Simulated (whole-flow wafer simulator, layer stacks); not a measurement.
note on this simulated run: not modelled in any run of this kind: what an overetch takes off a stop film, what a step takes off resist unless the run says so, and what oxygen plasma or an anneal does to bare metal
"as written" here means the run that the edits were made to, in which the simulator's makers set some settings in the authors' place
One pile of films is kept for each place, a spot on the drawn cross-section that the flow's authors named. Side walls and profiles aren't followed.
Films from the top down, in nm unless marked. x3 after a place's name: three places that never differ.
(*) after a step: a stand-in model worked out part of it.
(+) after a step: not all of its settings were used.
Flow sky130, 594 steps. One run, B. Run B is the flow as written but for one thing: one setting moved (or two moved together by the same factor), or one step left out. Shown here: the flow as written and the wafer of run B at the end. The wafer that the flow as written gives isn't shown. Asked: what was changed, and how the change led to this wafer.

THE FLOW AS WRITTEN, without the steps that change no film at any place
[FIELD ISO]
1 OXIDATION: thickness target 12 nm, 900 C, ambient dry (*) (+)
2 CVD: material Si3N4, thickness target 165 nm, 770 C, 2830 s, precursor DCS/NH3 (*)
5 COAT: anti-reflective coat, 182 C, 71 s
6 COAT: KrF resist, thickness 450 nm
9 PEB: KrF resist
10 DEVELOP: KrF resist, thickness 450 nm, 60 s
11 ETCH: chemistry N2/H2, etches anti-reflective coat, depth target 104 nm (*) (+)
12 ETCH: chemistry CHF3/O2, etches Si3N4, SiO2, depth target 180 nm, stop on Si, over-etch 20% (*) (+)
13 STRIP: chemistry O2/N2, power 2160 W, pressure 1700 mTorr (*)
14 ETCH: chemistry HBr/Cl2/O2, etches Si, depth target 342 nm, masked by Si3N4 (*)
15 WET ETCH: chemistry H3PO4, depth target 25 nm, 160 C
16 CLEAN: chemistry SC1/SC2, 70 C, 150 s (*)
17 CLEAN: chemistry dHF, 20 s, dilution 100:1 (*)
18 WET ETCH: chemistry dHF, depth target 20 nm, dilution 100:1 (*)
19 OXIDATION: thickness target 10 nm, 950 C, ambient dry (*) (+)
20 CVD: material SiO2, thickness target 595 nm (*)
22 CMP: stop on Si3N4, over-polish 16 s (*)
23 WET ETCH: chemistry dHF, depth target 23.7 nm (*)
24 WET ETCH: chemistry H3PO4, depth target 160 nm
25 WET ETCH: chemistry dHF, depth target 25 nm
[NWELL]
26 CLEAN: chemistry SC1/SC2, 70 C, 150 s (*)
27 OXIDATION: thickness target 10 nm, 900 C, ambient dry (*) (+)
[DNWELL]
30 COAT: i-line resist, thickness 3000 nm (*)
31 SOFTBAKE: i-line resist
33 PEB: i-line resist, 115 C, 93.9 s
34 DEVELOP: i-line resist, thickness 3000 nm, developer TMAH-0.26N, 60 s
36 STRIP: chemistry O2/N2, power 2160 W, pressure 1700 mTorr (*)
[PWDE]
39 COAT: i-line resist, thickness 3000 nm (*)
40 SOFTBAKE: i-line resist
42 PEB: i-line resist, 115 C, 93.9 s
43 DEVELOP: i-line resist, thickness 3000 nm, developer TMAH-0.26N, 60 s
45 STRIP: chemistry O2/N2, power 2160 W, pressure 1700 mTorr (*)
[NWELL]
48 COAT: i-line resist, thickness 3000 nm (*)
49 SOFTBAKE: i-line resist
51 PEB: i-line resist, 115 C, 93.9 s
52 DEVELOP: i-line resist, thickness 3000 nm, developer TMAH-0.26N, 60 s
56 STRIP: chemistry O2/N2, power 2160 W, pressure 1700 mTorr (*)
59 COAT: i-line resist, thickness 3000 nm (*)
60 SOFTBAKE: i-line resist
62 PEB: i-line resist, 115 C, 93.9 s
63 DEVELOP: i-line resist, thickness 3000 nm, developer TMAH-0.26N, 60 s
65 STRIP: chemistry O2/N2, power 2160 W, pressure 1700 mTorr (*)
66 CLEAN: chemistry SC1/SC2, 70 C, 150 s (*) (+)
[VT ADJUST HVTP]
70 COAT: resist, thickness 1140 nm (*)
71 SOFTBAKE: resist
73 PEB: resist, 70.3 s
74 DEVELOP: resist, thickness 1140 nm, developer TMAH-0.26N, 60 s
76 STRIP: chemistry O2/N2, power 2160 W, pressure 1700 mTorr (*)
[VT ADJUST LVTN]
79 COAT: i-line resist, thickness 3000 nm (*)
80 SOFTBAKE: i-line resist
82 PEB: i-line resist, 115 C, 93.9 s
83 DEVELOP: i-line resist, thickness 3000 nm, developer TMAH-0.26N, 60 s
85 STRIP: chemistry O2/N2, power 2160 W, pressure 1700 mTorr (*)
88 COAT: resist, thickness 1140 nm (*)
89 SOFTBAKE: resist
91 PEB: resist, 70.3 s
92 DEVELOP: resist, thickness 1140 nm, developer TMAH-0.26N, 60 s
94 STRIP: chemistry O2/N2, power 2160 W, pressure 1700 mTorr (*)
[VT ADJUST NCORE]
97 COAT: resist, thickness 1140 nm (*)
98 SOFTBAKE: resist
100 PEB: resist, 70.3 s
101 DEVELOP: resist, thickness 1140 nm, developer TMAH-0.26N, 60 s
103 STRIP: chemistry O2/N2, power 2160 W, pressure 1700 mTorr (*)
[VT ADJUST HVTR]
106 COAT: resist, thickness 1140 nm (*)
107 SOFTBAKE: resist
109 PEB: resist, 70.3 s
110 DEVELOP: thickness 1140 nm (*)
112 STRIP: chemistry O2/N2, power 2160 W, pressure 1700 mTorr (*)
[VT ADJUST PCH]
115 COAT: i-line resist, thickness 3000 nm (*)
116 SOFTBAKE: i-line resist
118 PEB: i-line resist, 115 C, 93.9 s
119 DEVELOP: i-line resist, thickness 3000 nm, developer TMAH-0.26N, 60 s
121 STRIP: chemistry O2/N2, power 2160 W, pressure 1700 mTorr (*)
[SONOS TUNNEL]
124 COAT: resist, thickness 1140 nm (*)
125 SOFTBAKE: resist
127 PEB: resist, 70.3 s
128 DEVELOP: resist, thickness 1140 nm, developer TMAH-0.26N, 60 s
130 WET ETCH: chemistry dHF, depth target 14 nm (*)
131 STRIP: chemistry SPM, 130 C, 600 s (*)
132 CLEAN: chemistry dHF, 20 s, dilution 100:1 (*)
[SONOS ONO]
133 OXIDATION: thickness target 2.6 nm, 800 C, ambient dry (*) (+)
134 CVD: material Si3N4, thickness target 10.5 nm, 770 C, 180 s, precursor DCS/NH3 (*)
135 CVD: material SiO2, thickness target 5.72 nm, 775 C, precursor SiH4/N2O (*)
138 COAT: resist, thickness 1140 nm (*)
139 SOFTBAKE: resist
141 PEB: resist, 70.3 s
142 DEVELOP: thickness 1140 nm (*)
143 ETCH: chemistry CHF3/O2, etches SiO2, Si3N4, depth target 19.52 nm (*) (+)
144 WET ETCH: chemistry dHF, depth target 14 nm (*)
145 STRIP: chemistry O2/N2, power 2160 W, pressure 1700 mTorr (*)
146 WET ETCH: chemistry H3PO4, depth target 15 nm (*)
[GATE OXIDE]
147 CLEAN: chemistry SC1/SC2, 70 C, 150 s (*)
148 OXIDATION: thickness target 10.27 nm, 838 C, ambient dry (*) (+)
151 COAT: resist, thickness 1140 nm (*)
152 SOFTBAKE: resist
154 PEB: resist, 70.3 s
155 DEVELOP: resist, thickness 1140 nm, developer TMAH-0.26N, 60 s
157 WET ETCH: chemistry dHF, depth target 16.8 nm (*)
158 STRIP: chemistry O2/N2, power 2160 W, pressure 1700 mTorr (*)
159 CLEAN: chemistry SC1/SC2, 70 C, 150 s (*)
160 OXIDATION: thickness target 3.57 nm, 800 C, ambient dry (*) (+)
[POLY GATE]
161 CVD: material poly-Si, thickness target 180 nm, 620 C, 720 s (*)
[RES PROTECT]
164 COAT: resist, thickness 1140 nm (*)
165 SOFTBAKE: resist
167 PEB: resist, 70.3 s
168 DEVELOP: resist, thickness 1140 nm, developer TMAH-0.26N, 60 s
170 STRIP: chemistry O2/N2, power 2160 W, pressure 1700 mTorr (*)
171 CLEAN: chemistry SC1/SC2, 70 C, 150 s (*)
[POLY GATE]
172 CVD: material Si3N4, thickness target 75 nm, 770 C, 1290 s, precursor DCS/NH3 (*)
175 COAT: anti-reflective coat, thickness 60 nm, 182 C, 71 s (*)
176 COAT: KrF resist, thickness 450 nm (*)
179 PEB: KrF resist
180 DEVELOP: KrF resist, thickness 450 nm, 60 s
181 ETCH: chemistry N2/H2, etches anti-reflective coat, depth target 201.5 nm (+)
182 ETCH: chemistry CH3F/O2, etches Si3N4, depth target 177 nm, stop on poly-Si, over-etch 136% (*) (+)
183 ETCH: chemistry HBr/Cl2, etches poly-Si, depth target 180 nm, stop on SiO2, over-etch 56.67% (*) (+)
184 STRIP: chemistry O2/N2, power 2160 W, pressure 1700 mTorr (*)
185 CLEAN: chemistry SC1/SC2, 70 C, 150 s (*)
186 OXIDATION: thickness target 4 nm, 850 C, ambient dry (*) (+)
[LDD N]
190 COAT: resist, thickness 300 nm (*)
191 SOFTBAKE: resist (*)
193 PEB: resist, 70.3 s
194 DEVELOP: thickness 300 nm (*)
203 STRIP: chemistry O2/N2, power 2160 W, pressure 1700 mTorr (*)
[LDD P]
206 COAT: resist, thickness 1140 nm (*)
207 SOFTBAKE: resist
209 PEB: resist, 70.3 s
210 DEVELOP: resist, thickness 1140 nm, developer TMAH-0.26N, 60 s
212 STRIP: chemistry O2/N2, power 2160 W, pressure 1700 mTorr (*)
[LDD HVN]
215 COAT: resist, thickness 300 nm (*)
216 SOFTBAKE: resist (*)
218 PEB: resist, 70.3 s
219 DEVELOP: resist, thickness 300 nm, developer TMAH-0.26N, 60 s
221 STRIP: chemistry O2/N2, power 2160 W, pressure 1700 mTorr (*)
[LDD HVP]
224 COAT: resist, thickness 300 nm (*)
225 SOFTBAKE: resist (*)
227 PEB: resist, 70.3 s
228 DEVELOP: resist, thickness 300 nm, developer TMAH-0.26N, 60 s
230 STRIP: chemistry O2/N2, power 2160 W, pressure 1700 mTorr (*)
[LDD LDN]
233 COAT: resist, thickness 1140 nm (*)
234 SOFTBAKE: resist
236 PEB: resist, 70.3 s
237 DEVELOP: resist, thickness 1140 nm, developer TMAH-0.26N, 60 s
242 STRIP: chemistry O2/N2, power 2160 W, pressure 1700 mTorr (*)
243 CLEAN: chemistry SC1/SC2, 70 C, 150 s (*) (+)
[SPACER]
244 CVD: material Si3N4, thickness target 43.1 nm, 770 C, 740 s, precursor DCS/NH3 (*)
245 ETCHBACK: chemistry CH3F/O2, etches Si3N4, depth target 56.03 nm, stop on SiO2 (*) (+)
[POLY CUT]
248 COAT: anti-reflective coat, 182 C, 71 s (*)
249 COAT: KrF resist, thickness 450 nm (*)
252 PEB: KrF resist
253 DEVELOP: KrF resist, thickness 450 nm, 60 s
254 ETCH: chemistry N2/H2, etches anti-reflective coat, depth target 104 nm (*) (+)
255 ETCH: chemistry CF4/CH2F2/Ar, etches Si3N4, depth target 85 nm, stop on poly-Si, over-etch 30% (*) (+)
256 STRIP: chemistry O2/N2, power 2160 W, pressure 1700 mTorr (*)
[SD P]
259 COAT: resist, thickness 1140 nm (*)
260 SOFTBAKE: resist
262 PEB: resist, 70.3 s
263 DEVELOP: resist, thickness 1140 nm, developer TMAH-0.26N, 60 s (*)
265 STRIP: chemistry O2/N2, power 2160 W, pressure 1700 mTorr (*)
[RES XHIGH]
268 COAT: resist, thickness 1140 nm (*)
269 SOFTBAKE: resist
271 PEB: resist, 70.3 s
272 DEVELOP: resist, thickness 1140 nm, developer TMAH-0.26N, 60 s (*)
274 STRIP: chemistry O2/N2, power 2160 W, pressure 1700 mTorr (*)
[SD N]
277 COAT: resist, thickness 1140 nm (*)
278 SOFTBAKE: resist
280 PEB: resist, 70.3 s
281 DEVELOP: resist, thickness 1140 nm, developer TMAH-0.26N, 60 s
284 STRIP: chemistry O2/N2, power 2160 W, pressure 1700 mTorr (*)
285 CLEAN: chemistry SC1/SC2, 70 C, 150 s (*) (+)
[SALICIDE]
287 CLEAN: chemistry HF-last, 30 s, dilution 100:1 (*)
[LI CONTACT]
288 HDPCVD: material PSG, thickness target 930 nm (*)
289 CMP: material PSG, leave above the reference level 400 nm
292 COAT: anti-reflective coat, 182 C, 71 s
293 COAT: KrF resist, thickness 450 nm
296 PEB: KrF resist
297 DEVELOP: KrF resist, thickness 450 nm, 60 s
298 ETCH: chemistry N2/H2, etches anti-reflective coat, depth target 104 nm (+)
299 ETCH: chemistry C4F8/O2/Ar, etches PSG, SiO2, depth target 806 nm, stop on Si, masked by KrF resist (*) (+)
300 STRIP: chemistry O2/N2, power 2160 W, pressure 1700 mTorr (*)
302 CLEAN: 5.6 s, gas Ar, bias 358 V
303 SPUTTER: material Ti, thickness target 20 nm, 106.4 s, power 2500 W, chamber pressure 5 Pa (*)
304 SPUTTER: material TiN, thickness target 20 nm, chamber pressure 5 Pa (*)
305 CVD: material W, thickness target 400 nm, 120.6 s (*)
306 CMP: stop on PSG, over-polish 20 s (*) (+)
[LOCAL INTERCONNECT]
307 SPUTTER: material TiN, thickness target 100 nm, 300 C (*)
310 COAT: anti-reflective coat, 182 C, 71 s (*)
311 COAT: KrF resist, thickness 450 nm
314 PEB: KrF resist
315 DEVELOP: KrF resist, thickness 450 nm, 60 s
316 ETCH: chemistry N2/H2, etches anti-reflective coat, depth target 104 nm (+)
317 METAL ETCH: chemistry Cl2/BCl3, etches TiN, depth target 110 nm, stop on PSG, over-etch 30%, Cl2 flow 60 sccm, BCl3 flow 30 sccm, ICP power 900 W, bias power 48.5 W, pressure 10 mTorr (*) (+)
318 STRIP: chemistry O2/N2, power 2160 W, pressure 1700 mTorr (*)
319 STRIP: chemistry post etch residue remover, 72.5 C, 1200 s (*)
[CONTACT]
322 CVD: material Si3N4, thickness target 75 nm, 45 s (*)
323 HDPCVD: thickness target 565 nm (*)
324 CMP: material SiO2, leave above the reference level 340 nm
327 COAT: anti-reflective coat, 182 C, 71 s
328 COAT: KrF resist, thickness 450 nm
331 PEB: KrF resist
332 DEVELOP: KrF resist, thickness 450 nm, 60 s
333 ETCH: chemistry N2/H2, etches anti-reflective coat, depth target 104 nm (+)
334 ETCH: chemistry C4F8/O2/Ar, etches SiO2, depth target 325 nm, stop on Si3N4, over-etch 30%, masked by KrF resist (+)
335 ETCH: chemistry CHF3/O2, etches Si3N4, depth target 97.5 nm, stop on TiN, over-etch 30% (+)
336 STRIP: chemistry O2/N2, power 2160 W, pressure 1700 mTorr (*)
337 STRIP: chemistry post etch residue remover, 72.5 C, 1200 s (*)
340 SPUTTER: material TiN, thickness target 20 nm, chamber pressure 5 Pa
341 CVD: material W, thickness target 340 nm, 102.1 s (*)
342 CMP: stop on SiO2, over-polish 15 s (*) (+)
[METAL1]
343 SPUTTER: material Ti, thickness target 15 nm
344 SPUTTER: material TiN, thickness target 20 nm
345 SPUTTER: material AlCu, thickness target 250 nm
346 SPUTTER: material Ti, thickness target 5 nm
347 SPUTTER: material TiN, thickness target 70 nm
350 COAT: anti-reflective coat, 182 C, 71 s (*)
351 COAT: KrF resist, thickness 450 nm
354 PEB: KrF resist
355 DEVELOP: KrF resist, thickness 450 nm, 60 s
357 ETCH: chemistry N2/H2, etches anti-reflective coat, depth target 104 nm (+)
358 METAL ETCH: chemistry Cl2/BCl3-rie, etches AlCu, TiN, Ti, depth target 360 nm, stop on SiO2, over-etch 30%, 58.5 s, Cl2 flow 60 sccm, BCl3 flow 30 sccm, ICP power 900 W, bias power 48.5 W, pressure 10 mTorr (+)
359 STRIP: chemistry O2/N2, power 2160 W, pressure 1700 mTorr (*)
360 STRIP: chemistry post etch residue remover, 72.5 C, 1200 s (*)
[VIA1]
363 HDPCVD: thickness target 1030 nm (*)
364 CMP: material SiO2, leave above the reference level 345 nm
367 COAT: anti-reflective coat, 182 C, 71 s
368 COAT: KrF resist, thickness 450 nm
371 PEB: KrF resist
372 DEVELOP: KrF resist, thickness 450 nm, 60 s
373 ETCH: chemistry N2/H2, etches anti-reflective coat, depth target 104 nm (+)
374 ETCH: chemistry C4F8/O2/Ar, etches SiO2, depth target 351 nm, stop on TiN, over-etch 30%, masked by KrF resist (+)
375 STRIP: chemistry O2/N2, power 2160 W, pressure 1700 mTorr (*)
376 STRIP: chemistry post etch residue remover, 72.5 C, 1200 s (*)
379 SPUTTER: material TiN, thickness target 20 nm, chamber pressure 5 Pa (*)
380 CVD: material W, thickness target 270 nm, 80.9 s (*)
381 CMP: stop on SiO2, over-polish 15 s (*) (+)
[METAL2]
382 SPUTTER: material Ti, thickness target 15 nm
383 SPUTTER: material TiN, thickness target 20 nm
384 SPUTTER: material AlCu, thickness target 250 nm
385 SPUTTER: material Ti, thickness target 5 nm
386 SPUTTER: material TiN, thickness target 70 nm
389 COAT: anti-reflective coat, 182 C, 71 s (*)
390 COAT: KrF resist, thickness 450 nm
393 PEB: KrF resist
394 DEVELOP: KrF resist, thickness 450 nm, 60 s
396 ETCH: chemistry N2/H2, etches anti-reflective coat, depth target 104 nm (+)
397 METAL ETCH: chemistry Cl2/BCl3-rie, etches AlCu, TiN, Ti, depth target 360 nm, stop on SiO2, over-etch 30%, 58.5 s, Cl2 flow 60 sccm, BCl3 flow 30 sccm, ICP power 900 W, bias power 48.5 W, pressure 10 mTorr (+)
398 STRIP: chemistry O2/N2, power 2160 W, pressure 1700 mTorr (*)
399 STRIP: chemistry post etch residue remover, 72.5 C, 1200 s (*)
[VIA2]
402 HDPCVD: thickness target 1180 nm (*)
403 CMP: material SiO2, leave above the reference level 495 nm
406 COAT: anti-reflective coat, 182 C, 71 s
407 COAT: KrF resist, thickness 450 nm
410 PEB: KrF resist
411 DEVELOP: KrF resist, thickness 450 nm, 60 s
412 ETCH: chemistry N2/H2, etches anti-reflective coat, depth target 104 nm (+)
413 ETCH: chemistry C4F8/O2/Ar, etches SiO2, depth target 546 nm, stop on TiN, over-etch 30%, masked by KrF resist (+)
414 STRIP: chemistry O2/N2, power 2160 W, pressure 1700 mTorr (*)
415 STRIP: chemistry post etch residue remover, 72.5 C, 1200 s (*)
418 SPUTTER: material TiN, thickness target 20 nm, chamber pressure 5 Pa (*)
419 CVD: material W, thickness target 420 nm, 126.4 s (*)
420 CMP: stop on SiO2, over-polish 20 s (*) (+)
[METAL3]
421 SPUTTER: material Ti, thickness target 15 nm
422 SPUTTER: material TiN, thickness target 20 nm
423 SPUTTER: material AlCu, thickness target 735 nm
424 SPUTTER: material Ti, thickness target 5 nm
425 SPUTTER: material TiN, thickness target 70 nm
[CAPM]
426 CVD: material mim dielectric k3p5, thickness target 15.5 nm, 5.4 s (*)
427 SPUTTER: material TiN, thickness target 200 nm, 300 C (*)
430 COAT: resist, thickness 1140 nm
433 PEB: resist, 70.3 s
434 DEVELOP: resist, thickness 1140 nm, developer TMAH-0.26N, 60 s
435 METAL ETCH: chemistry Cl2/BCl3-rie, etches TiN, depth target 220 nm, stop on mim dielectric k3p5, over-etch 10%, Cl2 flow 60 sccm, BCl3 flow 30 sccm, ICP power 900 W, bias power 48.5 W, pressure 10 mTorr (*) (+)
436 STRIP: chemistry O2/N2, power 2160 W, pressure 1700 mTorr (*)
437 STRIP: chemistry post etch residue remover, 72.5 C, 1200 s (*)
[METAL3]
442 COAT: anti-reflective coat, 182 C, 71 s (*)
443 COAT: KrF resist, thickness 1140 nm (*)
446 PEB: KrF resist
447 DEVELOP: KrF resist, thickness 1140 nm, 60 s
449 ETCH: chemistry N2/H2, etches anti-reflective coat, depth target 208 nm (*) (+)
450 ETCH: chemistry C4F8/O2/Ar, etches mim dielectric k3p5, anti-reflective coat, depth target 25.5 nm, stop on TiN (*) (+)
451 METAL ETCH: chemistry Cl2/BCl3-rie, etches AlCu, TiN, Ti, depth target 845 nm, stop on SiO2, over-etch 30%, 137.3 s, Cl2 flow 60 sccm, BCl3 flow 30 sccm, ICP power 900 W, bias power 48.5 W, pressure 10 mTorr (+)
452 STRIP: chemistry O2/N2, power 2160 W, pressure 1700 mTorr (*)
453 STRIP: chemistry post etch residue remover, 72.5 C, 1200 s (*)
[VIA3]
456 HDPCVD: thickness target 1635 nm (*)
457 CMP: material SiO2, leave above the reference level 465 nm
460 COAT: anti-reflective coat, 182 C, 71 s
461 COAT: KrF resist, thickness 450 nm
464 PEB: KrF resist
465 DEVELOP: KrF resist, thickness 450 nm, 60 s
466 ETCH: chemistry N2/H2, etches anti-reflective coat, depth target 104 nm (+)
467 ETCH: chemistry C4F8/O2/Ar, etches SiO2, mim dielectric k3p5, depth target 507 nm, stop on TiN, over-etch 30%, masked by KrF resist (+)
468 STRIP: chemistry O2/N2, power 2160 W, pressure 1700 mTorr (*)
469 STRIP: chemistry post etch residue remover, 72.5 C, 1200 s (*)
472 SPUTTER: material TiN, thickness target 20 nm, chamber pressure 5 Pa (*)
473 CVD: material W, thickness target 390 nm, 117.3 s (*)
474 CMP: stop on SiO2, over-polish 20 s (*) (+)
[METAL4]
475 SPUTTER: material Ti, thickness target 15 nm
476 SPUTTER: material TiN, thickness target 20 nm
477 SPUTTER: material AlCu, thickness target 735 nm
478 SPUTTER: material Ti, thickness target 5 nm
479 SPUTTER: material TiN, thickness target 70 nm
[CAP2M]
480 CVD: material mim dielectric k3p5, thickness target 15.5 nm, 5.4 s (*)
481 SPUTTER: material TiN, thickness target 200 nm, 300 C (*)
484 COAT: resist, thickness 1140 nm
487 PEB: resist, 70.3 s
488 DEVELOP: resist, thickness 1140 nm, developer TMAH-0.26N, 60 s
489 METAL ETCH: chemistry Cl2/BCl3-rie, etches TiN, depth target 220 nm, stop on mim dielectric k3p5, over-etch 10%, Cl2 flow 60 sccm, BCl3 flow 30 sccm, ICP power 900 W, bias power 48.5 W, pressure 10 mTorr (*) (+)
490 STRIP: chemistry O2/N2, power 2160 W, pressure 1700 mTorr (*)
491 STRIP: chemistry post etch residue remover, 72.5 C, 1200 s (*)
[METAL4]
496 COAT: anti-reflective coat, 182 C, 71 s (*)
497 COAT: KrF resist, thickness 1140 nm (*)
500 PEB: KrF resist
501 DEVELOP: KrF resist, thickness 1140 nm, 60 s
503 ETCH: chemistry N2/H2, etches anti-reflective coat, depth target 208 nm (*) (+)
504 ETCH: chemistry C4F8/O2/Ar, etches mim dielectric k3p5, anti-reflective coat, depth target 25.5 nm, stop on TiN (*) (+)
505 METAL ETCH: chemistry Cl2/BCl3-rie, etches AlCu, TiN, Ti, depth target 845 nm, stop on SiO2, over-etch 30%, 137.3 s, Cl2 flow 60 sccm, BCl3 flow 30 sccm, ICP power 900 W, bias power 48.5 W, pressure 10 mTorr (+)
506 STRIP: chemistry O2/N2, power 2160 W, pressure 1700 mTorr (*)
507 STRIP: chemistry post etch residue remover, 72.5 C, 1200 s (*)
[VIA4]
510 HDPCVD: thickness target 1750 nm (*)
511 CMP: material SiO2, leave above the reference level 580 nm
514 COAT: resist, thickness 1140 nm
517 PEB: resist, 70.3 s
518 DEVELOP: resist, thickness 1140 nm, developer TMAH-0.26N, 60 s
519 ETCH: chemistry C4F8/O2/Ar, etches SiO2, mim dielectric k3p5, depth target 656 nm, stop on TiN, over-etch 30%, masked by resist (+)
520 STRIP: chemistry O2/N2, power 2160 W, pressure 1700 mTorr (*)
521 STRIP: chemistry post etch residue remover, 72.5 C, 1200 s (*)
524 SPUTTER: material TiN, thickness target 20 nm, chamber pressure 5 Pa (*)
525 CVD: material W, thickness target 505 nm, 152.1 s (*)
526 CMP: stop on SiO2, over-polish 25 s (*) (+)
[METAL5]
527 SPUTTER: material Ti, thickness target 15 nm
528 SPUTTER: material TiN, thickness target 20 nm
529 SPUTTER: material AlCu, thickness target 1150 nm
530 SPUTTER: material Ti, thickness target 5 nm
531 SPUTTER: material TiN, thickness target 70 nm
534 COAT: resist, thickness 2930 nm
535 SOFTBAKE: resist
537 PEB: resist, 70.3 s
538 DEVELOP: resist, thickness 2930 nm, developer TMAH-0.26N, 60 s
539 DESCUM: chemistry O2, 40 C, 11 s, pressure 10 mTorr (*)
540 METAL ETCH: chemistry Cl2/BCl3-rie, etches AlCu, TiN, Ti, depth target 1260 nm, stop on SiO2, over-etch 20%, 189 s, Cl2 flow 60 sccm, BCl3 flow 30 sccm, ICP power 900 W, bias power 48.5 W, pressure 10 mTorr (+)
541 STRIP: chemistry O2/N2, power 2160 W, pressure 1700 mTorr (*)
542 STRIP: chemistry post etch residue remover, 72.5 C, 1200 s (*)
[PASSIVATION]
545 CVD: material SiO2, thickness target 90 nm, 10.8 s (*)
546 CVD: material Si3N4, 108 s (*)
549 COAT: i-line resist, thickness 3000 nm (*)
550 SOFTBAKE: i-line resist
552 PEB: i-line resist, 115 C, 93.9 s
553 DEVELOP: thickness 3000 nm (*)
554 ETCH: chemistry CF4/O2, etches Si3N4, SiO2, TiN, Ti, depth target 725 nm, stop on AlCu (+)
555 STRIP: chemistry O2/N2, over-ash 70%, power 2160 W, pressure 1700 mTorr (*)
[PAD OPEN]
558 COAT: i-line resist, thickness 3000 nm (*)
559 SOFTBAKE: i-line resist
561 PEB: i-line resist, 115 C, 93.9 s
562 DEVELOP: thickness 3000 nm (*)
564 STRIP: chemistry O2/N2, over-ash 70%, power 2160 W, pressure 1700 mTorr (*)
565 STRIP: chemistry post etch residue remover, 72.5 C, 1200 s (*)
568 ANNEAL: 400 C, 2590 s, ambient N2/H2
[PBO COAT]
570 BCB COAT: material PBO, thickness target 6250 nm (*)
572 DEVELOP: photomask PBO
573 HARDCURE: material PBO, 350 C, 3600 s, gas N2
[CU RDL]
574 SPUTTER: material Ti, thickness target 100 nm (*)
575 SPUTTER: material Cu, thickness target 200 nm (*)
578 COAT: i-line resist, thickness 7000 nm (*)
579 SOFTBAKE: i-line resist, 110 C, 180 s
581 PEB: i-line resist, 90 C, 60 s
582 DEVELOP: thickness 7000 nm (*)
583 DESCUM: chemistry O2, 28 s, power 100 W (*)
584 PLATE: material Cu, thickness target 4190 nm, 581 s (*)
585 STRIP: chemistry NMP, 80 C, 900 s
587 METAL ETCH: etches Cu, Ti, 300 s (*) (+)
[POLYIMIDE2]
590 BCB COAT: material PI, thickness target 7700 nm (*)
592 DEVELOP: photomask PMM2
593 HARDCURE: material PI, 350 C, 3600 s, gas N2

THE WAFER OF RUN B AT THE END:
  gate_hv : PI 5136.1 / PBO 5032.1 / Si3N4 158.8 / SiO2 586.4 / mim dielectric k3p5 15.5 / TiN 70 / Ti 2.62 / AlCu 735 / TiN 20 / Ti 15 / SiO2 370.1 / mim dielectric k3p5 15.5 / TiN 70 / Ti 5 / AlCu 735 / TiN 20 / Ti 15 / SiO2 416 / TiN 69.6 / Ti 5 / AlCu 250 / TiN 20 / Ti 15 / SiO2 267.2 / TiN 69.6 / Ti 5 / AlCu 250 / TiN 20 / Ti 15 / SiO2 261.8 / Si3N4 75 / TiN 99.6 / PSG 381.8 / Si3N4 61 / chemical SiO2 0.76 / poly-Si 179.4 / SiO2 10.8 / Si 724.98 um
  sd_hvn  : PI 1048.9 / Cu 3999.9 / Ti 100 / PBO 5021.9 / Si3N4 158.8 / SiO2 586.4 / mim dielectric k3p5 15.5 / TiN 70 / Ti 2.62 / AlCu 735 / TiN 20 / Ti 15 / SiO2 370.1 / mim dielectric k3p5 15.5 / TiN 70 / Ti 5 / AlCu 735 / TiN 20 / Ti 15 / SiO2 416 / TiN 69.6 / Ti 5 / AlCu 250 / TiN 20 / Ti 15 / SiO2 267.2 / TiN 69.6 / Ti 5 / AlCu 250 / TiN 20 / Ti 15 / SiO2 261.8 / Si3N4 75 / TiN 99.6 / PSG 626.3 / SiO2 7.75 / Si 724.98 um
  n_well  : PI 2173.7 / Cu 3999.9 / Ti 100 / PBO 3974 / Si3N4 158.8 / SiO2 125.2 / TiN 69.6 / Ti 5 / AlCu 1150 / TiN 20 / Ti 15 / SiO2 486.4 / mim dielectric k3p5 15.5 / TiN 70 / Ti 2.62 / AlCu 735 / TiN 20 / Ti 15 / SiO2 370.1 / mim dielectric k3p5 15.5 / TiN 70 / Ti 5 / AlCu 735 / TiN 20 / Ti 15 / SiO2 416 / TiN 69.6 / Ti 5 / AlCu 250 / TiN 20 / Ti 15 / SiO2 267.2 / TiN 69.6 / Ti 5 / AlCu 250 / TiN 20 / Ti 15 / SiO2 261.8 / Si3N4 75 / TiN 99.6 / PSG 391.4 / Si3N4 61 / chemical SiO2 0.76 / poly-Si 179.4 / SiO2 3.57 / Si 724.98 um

The cause: step 478, SPUTTER: thickness target 2.62 nm was run, where the flow has thickness target 5 nm.
It can be read off the wafer: gate_hv has Ti 2.62, and step 478 as written asks for 5 nm.

How the change led to this, step by step:
  478 SPUTTER: material Ti, thickness target 5 nm
      field, active, n_well and 189 more: Ti +2.62 (new film) (as written it would be: Ti +5 (new film))
  505 METAL ETCH: chemistry Cl2/BCl3-rie, etches AlCu, TiN, Ti, depth target 845 nm, stop on SiO2, over-etch 30%, 137.3 s, Cl2 flow 60 sccm, BCl3 flow 30 sccm, ICP power 900 W, bias power 48.5 W, pressure 10 mTorr (+)
      field, gate, spacer and 68 more: TiN -70 (all of it), Ti -2.62 (all of it), AlCu -735 (all of it), TiN -20 (all of it), Ti -15 (all of it), SiO2 -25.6 (as written it would be: TiN -70 (all of it), Ti -5 (all of it), AlCu -735 (all of it), TiN -20 (all of it), Ti -15 (all of it), SiO2 -25.4)
      active, vpp_iso1, mim_edge_plate and 14 more: TiN -70 (all of it), Ti -2.62 (all of it), AlCu -735 (all of it), TiN -20 (all of it), Ti -15 (all of it), SiO2 -25.6 (as written it would be: TiN -70 (all of it), Ti -5 (all of it), AlCu -735 (all of it), TiN -20 (all of it), Ti -15 (all of it), SiO2 -25.3)
